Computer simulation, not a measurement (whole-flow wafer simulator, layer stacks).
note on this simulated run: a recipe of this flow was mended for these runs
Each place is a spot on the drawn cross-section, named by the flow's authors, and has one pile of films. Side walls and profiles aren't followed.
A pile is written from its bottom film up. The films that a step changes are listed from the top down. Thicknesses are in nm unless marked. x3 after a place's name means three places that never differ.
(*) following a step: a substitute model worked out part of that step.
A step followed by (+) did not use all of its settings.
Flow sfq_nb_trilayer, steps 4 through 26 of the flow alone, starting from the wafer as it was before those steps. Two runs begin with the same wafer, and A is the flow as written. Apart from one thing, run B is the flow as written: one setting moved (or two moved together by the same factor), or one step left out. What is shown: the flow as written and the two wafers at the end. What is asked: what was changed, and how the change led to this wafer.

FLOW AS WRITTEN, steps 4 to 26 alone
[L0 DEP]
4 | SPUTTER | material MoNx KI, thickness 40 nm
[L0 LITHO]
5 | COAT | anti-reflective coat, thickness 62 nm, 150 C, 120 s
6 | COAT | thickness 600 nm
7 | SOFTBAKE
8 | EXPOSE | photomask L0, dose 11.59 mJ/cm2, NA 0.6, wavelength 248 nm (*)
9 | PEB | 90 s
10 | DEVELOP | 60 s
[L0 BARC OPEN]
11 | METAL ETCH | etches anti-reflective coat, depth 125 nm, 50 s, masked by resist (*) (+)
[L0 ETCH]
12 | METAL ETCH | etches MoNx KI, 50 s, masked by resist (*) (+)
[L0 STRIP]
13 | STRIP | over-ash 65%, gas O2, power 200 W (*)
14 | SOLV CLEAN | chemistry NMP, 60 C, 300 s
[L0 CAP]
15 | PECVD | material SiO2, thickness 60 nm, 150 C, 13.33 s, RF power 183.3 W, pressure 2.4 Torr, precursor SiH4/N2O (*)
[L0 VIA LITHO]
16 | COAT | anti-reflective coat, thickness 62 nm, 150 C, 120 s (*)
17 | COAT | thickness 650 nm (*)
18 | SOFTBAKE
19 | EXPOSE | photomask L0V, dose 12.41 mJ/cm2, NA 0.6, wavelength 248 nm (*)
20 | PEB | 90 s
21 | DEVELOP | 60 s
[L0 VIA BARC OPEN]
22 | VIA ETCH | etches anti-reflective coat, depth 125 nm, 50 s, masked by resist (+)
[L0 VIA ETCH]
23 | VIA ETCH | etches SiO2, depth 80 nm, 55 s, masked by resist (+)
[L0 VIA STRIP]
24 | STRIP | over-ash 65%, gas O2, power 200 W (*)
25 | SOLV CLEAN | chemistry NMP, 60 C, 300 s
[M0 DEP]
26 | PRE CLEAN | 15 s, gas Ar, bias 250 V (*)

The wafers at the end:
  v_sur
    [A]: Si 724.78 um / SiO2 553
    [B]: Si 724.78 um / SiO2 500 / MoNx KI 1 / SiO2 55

Cause: step 12, METAL ETCH: 39 s was run, whereas the flow has 50 s.

Step by step, how the change led to this:
  12 | METAL ETCH | etches MoNx KI, 50 s, masked by resist (*) (+)
      v_sur, via_wl, via_w and 97 more: A MoNx KI loses 40 (all of it), SiO2 loses 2 | B MoNx KI loses 39
      field_l, l0_sur, l0v, l0r_line_l, l0r_line_c, l0r_line_r: A KrF-resist-other-grade loses 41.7 | B KrF-resist-other-grade loses 32.5
  15 | PECVD | material SiO2, thickness 60 nm, 150 C, 13.33 s, RF power 183.3 W, pressure 2.4 Torr, precursor SiH4/N2O (*)
      v_sur, via_wl, via_w and 97 more: A SiO2 gains 60 | B SiO2 gains 60 (new film)
  16 | COAT | anti-reflective coat, thickness 62 nm, 150 C, 120 s (*)
      l0_sur: A anti-reflective coat gains 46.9 (new film) | B anti-reflective coat gains 47.9 (new film)
      l0r_space_c: A anti-reflective coat gains 91 (new film) | B anti-reflective coat gains 89 (new film)
  24 | STRIP | over-ash 65%, gas O2, power 200 W (*)
      l0_sur: A KrF-resist-other-grade loses 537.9 (all of it), anti-reflective coat loses 46.9 (all of it) | B KrF-resist-other-grade loses 538.2 (all of it), anti-reflective coat loses 47.9 (all of it)
      l0r_space_c: A KrF-resist-other-grade loses 547.1 (all of it), anti-reflective coat loses 91 (all of it) | B KrF-resist-other-grade loses 546.6 (all of it), anti-reflective coat loses 89 (all of it)
If metal films that touch count as one body, v_sur has 1 body; the flow as written gives 0 bodies.
